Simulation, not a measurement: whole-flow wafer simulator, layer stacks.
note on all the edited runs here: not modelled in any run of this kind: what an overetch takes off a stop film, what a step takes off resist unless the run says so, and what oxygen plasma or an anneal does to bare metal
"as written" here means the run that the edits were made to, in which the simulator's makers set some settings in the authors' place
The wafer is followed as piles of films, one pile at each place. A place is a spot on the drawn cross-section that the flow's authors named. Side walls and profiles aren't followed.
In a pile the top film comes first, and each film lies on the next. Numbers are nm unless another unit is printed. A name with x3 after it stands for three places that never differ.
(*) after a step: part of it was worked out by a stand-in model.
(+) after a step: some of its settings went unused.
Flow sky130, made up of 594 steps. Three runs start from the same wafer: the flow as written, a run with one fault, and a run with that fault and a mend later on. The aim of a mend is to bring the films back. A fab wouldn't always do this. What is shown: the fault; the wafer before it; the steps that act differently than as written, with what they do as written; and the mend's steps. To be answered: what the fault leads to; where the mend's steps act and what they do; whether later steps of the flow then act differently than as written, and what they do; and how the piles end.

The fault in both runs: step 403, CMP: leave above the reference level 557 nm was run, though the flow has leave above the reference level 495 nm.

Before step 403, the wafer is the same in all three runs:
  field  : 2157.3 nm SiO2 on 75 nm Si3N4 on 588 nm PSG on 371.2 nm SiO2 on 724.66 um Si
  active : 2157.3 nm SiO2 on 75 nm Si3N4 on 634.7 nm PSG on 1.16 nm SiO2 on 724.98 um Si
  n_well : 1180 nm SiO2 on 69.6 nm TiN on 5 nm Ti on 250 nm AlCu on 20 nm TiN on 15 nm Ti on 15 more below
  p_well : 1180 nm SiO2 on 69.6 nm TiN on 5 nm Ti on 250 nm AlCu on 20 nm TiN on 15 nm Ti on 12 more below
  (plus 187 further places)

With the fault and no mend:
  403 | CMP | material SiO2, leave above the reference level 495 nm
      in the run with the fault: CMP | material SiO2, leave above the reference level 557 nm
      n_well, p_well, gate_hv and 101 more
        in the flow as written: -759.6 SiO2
        in the run with the fault: -697.6 SiO2
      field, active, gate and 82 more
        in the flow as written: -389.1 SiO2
        in the run with the fault: -327.1 SiO2
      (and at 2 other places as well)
  Later steps of the flow acting differently than as written:
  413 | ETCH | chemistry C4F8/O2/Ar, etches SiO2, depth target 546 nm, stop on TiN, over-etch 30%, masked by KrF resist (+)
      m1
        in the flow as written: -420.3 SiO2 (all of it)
        in the run with the fault: -482.3 SiO2 (all of it)
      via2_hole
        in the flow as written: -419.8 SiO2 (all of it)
        in the run with the fault: -481.8 SiO2 (all of it)
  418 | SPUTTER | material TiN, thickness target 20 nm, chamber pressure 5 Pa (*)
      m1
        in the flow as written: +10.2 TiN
        in the run with the fault: +9.39 TiN
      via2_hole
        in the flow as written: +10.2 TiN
        in the run with the fault: +9.38 TiN
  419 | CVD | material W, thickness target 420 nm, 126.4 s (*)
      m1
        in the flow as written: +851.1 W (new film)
        in the run with the fault: +913.9 W (new film)
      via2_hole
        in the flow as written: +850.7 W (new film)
        in the run with the fault: +913.5 W (new film)
  By the end, the piles at n_well, p_well, gate_hv and 108 more depart from the flow's by more than 2% or 0.5 nm, whichever is larger.
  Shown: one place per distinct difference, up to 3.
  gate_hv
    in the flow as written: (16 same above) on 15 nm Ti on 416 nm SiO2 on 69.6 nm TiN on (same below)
    in the run with the fault: (16 same above) on 15 nm Ti on 478 nm SiO2 on 69.6 nm TiN on (same below)
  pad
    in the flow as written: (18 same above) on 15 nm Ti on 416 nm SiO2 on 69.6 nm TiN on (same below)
    in the run with the fault: (18 same above) on 15 nm Ti on 478 nm SiO2 on 69.6 nm TiN on (same below)
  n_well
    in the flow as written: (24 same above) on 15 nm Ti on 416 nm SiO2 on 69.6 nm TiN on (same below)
    in the run with the fault: (24 same above) on 15 nm Ti on 478 nm SiO2 on 69.6 nm TiN on (same below)

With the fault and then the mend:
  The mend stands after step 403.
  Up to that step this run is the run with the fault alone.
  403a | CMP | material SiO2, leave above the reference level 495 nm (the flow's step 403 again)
      field, active, n_well and 188 more
        -62 SiO2
  Every later step of the flow that is run acts as written at every place that is followed.
  By the end, the piles equal the flow's at every place that both follow.
